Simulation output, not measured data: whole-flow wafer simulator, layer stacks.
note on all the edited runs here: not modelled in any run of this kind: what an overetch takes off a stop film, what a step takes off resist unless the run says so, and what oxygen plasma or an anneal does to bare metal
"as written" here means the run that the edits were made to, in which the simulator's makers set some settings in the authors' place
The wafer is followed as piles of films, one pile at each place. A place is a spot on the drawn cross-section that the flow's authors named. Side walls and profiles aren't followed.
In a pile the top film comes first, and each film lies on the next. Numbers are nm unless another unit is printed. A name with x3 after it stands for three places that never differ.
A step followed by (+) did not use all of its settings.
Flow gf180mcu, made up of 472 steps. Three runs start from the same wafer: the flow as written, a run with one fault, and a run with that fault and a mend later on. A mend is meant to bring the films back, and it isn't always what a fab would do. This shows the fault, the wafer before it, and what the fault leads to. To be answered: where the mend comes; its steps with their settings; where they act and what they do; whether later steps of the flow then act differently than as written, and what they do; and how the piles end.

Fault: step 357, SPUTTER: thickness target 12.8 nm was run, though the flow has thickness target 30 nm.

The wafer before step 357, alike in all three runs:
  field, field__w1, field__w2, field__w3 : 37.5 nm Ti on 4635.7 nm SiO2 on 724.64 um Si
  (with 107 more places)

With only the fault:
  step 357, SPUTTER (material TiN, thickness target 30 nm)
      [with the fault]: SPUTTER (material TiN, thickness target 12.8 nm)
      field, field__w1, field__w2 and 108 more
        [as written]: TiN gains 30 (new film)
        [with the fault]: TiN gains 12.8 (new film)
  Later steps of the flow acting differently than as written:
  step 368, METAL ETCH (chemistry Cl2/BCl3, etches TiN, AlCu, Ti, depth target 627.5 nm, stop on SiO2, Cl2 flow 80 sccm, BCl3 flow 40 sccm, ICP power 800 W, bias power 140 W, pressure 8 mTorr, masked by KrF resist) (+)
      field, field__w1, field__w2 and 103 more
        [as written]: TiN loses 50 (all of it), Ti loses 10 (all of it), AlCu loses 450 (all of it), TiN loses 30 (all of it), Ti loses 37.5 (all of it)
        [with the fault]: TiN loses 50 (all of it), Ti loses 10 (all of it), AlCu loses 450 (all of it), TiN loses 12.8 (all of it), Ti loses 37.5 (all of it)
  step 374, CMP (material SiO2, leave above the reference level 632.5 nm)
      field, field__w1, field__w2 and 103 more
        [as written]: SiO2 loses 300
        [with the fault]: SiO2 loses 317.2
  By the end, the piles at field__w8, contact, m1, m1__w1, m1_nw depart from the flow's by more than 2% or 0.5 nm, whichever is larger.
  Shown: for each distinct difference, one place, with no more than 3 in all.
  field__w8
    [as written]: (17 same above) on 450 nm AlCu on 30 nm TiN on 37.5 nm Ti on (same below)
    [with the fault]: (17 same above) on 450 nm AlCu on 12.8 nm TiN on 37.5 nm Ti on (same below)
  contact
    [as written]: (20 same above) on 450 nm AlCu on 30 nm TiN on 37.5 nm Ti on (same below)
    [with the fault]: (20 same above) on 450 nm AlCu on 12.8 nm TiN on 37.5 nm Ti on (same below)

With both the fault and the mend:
  The mend follows step 357.
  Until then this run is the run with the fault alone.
  step 357a, SPUTTER (material TiN, thickness target 17.2 nm) (the flow's step 357 again, with other settings)
      field, field__w1, field__w2 and 108 more
        TiN gains 17.2
  Every later step of the flow that is run acts as written at every place that is followed.
  At every place that both follow, the piles at the end match the flow's.
